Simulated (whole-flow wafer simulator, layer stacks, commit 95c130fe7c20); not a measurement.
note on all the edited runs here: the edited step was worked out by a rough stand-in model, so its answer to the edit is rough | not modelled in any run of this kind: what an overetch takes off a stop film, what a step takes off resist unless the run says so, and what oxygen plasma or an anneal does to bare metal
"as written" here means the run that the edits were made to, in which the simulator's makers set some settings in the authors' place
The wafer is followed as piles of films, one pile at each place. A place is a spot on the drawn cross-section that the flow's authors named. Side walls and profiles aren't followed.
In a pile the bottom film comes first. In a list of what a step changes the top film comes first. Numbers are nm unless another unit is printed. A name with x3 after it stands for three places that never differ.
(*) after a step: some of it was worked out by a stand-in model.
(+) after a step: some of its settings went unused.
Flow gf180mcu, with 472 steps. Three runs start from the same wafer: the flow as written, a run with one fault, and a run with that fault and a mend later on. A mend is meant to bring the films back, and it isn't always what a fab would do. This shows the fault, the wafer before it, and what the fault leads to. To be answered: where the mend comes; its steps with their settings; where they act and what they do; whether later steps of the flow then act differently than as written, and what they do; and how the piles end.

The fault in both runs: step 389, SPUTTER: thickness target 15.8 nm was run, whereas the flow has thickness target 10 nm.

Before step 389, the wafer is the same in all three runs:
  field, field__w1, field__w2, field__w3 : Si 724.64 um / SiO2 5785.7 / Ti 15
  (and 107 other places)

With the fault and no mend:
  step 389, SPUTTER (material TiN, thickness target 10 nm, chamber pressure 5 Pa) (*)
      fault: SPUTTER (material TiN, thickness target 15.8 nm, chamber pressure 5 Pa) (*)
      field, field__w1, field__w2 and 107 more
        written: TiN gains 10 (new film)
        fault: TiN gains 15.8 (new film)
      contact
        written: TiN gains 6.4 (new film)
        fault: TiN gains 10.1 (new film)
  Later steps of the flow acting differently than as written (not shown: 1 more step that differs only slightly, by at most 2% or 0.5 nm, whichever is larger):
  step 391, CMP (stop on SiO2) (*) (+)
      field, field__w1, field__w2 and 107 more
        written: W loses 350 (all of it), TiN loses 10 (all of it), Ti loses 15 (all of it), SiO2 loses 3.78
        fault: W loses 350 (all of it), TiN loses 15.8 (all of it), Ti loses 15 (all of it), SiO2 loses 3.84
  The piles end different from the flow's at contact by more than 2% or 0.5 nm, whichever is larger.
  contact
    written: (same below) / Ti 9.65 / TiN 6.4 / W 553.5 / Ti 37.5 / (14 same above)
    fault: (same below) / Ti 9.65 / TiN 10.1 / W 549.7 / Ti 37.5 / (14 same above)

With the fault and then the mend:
  The mend stands after step 389.
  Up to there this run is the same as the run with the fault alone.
  step 389a, METAL ETCH (chemistry Cl2/BCl3, etches TiN, AlCu, Ti, depth target 5.8 nm, Cl2 flow 80 sccm, BCl3 flow 40 sccm, ICP power 800 W, bias power 140 W, pressure 8 mTorr) (the flow's step 260 again, with other settings)
      field, field__w1, field__w2 and 108 more
        TiN loses 5.8
  None of the later steps of the flow differs from how it acts as written, at any place that is followed, by more than 2% or 0.5 nm, whichever is larger.
  The piles end different from the flow's at contact by more than 2% or 0.5 nm, whichever is larger.
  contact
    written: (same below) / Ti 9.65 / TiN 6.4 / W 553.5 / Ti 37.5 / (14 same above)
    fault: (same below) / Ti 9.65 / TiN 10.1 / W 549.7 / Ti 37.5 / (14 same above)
    mend: (same below) / Ti 9.65 / TiN 4.3 / W 555.6 / Ti 37.5 / (14 same above)
